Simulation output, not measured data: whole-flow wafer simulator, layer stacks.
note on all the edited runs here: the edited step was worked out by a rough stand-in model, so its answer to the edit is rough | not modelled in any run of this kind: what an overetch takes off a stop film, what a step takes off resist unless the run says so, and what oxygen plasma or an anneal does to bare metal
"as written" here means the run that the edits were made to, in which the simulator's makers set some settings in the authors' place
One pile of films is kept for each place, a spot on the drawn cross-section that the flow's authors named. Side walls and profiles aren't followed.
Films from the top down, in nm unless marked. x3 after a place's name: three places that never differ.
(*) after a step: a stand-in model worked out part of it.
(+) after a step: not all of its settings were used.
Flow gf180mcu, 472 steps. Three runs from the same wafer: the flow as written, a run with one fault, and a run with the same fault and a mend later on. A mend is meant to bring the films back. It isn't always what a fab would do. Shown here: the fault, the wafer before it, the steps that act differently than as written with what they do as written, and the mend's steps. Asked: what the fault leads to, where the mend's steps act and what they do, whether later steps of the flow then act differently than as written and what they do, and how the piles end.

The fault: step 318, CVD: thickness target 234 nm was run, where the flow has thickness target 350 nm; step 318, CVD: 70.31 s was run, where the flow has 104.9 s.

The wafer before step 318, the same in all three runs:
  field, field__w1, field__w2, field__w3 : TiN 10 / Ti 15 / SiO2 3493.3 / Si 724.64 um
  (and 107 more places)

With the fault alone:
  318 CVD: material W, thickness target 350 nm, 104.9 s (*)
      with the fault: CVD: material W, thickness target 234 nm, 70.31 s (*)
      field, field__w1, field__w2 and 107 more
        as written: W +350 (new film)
        with the fault: W +235.4 (new film)
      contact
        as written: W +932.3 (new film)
        with the fault: W +817.7 (new film)
  Later steps of the flow that act differently than as written:
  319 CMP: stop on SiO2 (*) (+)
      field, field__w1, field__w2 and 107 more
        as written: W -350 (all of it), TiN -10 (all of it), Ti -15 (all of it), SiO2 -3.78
        with the fault: W -235.4 (all of it), TiN -10 (all of it), Ti -15 (all of it), SiO2 -2.63
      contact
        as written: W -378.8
        with the fault: W -263.1
  At the end the piles differ from the flow's only slightly at the places that both follow, by at most 2% or 0.5 nm, whichever is larger.

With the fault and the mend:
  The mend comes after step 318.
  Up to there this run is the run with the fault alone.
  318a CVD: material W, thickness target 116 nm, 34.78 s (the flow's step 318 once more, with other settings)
      field, field__w1, field__w2 and 108 more
        W +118
  No later step of the flow acts differently than as written, at any place that is followed, by more than 2% or 0.5 nm, whichever is larger.
  At the end the piles differ from the flow's only slightly at the places that both follow, by at most 2% or 0.5 nm, whichever is larger.
